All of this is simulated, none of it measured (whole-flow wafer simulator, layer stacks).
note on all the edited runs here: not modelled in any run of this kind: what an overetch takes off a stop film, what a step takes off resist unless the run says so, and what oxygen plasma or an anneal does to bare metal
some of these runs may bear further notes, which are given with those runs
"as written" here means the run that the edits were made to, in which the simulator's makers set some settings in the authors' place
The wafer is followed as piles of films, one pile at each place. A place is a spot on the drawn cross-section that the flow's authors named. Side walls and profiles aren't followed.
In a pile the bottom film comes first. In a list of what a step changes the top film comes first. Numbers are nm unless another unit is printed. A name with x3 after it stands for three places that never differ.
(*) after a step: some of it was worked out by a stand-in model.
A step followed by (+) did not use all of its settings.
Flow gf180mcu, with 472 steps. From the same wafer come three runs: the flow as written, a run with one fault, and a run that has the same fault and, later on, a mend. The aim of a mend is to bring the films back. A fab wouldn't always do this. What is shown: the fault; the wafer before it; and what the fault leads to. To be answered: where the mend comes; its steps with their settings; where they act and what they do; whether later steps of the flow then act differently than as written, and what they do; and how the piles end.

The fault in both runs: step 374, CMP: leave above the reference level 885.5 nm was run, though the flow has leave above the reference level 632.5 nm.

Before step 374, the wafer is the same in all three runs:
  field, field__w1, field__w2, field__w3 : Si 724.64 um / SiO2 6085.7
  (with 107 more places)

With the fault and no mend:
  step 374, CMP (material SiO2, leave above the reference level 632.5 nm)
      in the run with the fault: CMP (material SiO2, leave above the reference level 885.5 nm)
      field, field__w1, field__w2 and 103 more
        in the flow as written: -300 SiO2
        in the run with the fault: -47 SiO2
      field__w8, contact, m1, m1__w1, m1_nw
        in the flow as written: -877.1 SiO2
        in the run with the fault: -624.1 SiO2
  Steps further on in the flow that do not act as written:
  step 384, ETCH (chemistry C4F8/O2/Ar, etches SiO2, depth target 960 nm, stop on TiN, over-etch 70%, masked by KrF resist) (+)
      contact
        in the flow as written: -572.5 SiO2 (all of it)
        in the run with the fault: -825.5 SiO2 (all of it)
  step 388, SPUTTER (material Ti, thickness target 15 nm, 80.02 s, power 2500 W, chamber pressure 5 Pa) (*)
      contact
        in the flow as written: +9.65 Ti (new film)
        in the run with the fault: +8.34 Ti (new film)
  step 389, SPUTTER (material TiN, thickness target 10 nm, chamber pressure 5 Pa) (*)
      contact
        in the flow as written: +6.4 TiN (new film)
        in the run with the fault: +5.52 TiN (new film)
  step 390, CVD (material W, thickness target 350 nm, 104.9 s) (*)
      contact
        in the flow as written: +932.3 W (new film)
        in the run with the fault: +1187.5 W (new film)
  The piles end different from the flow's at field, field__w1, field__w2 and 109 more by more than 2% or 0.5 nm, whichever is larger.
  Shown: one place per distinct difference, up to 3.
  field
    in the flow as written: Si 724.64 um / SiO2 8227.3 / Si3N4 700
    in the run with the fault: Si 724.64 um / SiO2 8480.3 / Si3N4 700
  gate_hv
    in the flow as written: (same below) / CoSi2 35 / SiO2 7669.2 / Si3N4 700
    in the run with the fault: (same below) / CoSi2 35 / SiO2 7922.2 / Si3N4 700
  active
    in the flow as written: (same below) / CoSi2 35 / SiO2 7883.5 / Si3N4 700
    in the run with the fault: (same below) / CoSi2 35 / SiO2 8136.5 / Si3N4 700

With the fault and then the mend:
  After step 382 comes the mend.
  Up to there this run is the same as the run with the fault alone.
  step 382a, STRIP (chemistry O2/N2, power 2160 W, pressure 1700 mTorr) (*)
      field, field__w1, field__w2 and 107 more
        -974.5 KrF resist (all of it), -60 anti-reflective coat (all of it)
      contact
        -60 anti-reflective coat (all of it)
  step 382b, CMP (material SiO2, leave above the reference level 632.5 nm) (the flow's step 374 again)
      field, field__w1, field__w2 and 108 more
        -253 SiO2
  step 382c, HMDS (120 C, 60 s) (the flow's step 376 again)
      alters no film at any place that is followed
  step 382d, COAT (anti-reflective coat, thickness 60 nm, 182 C, 71 s) (the flow's step 377 again)
      field, field__w1, field__w2 and 108 more
        +60 anti-reflective coat (new film)
  step 382e, COAT (KrF resist, thickness 1000 nm) (the flow's step 378 again)
      field, field__w1, field__w2 and 108 more
        +1000 KrF resist (new film)
  step 382f, SOFTBAKE (KrF resist) (the flow's step 379 again)
      alters no film at any place that is followed
  step 382g, EXPOSE (photomask Via4) (the flow's step 380 again)
      alters no film at any place that is followed
  step 382h, PEB (KrF resist, 135 C, 90 s) (the flow's step 381 again)
      field, field__w1, field__w2 and 108 more
        -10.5 KrF resist
  step 382i, DEVELOP (KrF resist, thickness 1000 nm, 60 s) (the flow's step 382 again)
      field, field__w1, field__w2 and 107 more
        -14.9 KrF resist
      contact
        -989.5 KrF resist (all of it)
  Later steps of the flow that are run all act as written at every place that is followed.
  The piles end the same as the flow's at every place that both follow.
